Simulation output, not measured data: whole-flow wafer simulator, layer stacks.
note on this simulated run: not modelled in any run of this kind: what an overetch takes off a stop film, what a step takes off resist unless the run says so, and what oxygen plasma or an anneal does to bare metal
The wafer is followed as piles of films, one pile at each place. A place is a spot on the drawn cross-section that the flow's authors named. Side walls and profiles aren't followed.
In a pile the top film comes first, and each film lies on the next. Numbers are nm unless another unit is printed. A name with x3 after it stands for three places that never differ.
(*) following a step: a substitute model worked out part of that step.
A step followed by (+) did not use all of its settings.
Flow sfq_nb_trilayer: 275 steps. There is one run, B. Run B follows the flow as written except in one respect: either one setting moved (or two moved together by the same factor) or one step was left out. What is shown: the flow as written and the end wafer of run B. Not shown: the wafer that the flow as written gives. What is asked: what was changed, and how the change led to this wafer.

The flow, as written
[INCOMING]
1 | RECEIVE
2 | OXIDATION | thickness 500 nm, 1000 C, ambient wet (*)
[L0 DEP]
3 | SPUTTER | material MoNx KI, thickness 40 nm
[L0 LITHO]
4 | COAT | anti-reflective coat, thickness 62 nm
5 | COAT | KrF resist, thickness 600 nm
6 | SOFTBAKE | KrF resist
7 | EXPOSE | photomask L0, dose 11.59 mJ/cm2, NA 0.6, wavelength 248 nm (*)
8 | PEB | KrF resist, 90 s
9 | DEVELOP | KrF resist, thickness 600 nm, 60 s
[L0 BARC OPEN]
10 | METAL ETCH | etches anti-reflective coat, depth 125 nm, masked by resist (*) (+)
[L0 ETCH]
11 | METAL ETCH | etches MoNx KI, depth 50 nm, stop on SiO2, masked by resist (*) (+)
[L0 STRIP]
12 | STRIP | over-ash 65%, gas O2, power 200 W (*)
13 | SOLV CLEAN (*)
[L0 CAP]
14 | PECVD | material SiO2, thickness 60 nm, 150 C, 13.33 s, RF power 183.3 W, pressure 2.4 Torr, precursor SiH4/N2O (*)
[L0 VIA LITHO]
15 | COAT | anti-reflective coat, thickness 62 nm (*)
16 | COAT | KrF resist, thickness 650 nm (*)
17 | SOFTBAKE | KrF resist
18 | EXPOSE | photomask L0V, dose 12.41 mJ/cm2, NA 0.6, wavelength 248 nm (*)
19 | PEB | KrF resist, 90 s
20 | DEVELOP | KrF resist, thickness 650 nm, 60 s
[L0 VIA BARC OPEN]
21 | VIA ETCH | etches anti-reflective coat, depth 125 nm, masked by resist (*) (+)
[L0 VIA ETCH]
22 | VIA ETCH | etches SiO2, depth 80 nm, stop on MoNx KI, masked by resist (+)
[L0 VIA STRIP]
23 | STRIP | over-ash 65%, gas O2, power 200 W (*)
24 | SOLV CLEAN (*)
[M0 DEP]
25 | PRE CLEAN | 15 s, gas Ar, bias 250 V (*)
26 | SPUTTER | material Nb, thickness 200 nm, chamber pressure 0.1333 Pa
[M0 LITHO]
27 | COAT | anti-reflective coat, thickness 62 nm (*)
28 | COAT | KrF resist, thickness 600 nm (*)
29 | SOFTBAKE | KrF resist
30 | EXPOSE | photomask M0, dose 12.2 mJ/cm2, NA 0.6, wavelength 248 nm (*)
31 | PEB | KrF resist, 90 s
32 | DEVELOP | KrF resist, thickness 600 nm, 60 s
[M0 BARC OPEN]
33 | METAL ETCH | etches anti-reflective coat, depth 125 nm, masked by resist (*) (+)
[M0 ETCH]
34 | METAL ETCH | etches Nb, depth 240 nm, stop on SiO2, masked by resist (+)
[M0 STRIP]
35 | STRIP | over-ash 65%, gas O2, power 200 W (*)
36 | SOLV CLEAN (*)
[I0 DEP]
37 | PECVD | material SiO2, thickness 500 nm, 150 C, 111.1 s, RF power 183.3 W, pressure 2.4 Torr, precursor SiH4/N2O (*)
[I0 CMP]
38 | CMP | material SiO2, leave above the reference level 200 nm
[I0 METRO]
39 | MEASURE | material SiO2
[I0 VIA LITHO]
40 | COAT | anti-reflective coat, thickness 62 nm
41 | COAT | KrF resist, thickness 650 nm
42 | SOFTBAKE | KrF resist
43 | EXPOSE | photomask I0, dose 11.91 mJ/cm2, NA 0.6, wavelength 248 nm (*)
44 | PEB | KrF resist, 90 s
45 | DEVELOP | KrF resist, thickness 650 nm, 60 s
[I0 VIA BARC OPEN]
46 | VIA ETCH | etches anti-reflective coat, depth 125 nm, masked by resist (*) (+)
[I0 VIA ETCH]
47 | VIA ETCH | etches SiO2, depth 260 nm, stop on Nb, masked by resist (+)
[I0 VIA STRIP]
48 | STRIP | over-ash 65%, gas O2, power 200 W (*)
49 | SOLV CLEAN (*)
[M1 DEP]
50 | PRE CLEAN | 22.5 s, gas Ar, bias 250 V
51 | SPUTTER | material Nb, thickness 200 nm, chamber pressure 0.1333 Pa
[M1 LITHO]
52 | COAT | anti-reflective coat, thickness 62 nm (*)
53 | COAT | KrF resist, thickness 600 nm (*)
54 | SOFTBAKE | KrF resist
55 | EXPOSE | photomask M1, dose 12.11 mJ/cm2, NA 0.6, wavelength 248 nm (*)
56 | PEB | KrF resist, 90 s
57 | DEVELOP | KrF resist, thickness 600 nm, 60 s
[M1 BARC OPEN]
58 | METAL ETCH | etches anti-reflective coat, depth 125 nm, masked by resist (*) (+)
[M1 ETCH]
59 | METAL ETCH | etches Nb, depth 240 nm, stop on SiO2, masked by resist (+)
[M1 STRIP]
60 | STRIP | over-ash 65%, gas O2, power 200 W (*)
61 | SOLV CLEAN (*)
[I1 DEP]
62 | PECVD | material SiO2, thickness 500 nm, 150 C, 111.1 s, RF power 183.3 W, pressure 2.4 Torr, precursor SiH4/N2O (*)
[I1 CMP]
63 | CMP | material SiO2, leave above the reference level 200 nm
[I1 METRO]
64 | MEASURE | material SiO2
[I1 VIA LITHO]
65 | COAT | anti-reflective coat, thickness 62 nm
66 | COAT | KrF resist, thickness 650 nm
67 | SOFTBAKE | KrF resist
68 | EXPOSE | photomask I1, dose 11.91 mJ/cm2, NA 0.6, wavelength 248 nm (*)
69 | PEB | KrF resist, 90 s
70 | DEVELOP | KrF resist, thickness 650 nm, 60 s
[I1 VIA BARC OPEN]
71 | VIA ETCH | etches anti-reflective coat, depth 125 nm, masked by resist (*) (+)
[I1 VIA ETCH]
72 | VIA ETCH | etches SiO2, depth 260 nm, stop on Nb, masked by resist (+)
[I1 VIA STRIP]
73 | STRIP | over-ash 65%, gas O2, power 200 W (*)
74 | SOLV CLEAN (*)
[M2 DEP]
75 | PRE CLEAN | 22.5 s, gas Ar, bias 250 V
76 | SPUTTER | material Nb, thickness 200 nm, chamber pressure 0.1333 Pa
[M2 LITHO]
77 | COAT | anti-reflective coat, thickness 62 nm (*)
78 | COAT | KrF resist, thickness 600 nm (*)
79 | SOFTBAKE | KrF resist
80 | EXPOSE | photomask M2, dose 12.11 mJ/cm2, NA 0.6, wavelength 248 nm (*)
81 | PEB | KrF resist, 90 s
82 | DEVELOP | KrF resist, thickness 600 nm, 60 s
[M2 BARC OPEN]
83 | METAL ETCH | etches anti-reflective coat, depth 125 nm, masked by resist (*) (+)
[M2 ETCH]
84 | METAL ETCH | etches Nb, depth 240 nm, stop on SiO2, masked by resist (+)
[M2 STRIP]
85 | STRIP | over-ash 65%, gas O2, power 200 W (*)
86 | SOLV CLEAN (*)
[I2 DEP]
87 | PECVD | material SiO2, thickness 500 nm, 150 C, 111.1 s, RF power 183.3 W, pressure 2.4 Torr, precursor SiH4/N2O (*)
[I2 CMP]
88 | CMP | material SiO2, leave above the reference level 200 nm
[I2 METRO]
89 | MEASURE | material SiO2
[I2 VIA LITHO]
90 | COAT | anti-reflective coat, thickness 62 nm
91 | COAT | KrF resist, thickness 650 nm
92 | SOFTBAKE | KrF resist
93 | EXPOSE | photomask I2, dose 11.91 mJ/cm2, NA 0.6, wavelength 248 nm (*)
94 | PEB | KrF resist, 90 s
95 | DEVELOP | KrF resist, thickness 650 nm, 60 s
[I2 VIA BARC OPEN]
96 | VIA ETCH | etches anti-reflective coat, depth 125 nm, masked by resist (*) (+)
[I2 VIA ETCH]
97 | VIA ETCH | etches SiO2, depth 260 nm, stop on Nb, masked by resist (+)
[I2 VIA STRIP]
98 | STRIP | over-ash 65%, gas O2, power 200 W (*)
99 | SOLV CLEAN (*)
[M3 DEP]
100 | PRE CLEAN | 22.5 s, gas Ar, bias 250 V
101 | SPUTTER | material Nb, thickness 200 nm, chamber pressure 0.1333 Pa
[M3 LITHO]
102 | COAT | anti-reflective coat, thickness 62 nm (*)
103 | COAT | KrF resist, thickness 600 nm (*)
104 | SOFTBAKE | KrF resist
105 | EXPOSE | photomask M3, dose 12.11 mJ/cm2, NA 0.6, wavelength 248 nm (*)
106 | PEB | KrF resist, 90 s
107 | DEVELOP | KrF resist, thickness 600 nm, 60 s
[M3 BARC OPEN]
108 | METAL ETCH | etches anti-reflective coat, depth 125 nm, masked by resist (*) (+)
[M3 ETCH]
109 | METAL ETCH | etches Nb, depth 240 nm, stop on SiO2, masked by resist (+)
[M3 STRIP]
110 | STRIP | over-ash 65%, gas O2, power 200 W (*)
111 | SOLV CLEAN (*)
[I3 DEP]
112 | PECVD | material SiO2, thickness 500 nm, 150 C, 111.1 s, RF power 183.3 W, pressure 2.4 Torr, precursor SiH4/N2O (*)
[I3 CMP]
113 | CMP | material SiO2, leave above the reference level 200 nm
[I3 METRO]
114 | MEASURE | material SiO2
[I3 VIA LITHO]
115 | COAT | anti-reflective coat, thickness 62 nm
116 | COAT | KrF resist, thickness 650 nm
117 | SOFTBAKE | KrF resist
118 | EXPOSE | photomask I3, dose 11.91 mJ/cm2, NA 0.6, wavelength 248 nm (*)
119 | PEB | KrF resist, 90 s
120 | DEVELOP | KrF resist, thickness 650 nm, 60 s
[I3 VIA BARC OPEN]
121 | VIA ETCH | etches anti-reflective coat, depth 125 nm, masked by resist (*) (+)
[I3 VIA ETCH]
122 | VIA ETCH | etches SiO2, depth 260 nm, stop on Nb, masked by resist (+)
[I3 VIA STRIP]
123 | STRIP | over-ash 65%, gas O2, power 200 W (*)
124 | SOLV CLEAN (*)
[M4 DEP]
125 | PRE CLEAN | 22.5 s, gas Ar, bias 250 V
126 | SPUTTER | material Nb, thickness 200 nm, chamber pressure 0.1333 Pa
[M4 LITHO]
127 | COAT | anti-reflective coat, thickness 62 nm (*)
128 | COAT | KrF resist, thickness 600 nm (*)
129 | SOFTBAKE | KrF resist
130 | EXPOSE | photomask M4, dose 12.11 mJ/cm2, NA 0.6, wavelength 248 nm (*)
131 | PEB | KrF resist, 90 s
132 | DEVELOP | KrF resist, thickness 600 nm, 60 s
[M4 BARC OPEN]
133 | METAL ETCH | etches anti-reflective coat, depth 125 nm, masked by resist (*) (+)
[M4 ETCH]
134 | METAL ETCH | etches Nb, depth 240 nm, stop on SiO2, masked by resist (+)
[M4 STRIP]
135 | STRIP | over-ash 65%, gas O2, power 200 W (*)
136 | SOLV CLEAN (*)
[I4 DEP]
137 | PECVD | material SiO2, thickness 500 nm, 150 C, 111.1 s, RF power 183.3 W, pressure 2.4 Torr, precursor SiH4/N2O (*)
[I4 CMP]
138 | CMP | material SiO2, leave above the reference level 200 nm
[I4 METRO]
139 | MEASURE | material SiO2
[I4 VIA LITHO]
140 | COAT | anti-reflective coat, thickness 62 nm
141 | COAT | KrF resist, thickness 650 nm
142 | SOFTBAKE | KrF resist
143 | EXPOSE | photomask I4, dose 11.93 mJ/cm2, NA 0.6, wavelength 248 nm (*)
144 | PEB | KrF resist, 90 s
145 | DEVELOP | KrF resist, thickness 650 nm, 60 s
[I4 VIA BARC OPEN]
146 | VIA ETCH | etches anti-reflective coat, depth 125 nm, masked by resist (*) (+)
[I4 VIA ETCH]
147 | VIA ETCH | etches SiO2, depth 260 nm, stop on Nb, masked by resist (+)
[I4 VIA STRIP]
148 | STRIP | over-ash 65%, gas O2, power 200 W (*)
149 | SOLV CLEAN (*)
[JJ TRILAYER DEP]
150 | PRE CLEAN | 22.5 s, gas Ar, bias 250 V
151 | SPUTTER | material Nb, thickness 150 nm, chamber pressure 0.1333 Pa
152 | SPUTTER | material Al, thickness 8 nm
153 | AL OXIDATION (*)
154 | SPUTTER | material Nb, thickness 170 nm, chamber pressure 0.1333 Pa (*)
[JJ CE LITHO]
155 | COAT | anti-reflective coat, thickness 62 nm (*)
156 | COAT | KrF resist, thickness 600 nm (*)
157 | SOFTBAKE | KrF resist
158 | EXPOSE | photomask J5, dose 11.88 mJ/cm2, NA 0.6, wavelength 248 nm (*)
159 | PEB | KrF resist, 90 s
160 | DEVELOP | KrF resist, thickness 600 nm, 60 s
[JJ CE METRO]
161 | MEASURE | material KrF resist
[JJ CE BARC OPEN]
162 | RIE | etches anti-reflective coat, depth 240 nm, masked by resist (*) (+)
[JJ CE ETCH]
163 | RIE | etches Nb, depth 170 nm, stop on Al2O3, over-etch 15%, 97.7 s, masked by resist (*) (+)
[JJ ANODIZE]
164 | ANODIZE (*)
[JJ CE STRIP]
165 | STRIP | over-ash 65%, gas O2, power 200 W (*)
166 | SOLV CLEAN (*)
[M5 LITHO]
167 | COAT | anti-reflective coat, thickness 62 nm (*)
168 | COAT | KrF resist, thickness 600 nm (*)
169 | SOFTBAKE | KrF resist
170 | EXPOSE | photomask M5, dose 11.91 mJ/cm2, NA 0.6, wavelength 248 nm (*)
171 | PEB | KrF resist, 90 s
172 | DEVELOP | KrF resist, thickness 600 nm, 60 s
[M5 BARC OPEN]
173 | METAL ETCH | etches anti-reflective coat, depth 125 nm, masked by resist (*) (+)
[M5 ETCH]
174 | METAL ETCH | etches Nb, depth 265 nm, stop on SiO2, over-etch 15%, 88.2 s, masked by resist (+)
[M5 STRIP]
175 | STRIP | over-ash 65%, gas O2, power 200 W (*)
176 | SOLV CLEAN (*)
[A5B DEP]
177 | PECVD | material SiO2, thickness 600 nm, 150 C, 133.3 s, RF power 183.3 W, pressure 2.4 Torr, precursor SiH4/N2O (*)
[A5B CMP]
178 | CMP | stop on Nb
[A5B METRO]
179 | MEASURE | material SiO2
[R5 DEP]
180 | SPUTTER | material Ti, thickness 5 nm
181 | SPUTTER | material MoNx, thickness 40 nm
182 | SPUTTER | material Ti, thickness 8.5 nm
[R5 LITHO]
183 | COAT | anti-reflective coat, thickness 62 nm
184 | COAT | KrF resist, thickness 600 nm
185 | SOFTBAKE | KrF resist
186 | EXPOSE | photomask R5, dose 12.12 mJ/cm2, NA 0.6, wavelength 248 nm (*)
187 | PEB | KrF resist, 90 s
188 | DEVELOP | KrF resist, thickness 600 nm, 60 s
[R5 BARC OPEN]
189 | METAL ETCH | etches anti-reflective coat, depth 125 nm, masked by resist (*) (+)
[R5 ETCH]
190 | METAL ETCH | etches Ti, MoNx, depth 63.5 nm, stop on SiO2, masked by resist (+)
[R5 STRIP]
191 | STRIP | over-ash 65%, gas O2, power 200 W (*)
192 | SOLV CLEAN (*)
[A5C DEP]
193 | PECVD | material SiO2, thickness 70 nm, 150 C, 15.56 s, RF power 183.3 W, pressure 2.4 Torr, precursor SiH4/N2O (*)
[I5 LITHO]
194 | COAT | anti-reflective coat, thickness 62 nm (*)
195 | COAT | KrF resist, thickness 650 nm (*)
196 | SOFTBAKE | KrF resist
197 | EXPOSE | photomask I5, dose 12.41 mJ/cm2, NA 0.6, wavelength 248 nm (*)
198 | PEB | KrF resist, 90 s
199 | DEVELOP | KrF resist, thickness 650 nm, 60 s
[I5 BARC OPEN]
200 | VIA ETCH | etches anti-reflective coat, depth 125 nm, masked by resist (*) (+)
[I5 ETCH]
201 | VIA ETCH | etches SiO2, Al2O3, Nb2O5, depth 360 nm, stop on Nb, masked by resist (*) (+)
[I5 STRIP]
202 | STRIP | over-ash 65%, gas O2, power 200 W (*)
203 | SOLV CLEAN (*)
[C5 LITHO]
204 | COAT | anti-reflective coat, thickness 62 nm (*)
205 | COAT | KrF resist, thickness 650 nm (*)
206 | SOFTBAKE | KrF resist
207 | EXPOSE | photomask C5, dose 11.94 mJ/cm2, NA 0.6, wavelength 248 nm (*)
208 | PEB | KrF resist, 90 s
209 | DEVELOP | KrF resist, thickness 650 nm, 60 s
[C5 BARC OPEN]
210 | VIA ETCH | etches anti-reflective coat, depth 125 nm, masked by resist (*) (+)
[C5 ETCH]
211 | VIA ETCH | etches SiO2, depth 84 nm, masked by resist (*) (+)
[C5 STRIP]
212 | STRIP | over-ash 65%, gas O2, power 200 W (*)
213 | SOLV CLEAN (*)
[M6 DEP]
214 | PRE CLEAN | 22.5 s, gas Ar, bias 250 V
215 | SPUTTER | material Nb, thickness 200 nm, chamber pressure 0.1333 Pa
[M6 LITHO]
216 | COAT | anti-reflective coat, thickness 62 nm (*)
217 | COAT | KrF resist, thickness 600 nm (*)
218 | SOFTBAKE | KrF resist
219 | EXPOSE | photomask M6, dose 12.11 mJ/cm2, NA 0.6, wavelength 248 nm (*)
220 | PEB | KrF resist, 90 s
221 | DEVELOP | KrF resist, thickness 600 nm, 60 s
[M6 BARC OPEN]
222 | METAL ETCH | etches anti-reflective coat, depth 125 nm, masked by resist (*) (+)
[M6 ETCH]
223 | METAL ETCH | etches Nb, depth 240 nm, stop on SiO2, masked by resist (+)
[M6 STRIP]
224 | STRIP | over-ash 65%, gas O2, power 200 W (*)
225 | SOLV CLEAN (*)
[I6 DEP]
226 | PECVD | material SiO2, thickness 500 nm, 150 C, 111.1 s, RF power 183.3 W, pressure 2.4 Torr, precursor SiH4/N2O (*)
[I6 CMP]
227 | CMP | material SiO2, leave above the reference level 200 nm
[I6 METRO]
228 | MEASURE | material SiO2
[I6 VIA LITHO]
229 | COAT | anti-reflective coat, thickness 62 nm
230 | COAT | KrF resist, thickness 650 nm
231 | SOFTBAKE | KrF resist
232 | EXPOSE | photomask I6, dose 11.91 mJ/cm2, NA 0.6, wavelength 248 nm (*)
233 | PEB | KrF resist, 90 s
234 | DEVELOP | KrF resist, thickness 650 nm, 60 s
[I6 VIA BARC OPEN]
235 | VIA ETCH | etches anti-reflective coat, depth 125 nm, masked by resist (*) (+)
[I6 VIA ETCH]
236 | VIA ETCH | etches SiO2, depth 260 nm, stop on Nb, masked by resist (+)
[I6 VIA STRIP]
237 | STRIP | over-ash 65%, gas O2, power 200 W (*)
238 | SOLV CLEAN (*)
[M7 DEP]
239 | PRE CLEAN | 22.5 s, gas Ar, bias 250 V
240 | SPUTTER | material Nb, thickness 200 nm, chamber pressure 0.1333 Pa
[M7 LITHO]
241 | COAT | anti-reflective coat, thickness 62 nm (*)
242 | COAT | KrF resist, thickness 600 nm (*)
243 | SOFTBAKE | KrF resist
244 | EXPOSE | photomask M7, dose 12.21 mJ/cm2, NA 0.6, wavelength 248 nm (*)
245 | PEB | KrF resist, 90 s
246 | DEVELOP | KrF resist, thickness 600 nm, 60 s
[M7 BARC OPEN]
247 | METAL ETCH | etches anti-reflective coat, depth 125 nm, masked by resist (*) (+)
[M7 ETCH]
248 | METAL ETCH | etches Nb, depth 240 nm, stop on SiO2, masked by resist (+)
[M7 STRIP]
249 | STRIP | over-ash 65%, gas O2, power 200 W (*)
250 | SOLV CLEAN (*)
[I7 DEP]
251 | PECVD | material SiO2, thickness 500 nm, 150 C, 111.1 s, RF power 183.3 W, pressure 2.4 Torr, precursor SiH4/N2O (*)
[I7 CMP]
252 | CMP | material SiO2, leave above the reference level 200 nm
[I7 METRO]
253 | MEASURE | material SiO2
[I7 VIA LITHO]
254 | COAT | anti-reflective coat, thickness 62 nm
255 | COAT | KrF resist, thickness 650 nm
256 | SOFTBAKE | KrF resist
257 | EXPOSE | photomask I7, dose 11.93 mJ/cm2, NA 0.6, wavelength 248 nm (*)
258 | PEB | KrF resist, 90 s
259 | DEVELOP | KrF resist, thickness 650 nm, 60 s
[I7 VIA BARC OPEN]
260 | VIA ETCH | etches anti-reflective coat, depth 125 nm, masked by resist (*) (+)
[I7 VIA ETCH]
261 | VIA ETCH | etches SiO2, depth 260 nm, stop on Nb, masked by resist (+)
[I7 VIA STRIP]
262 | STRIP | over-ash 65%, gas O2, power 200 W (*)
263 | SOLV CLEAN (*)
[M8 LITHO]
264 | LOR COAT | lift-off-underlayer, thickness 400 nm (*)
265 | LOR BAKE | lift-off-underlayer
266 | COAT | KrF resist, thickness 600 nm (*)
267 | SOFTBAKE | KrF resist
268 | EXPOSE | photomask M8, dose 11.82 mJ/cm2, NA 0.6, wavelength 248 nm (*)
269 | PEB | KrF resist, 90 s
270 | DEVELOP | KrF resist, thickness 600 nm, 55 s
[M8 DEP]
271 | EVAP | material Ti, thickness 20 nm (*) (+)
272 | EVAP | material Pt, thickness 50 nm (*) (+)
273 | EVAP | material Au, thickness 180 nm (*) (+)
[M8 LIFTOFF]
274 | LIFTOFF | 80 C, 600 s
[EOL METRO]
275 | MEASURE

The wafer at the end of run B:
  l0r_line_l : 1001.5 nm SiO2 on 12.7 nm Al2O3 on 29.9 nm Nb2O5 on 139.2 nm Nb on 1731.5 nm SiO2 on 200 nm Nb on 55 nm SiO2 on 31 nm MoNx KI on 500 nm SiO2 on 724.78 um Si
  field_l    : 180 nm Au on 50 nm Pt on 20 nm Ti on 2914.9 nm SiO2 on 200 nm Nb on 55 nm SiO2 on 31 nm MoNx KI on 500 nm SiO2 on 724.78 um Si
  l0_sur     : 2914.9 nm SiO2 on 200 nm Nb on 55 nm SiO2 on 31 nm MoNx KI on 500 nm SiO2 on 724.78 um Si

What caused this: step 3, SPUTTER: thickness 31 nm was run, while the flow as written has thickness 40 nm.
One can read it off the wafer: l0r_line_l has MoNx KI 31, and step 3 as written asks for 40 nm.

How this came from the change, step by step:
  3 | SPUTTER | material MoNx KI, thickness 40 nm
      field_l, v_sur, via_wl and 103 more: +31 MoNx KI (new film) (in the flow as written it would be: +40 MoNx KI (new film))
  11 | METAL ETCH | etches MoNx KI, depth 50 nm, stop on SiO2, masked by resist (*) (+)
      v_sur, via_wl, via_w and 97 more: -31 MoNx KI (all of it) (in the flow as written it would be: -40 MoNx KI (all of it))
      field_l, l0_sur, l0v, l0r_line_l, l0r_line_c, l0r_line_r: -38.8 KrF resist (in the flow as written it would be: -41.7 KrF resist)
  15 | COAT | anti-reflective coat, thickness 62 nm (*)
      v_sur: +70 anti-reflective coat (new film) (in the flow as written it would be: +72.2 anti-reflective coat (new film))
      l0_sur: +55.8 anti-reflective coat (new film) (in the flow as written it would be: +54.2 anti-reflective coat (new film))
      (as well as at 1 more place)
  23 | STRIP | over-ash 65%, gas O2, power 200 W (*)
      v_sur: -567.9 KrF resist (all of it), -70 anti-reflective coat (all of it) (in the flow as written it would be: -570.5 KrF resist (all of it), -72.2 anti-reflective coat (all of it))
      l0_sur: -554.5 KrF resist (all of it), -55.8 anti-reflective coat (all of it) (in the flow as written it would be: -552.8 KrF resist (all of it), -54.2 anti-reflective coat (all of it))
      (as well as at 1 more place)
  27 | COAT | anti-reflective coat, thickness 62 nm (*)
      v_sur: +70.1 anti-reflective coat (new film) (in the flow as written it would be: +72.3 anti-reflective coat (new film))
      lsp_r: +66.4 anti-reflective coat (new film) (in the flow as written it would be: +67.8 anti-reflective coat (new film))
      (as well as at 1 more place)
  35 | STRIP | over-ash 65%, gas O2, power 200 W (*)
      v_sur: -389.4 KrF resist (all of it), -70.1 anti-reflective coat (all of it) (in the flow as written it would be: -391.6 KrF resist (all of it), -72.3 anti-reflective coat (all of it))
      lsp_r: -387.1 KrF resist (all of it), -66.4 anti-reflective coat (all of it) (in the flow as written it would be: -389.8 KrF resist (all of it), -67.8 anti-reflective coat (all of it))
      (as well as at 1 more place)
  38 | CMP | material SiO2, leave above the reference level 200 nm
      field_l, l0_sur, l0r_line_l, l0r_line_c, l0r_line_r: -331 SiO2 (in the flow as written it would be: -340 SiO2)
      l0v: -268.8 SiO2 (in the flow as written it would be: -277.8 SiO2)
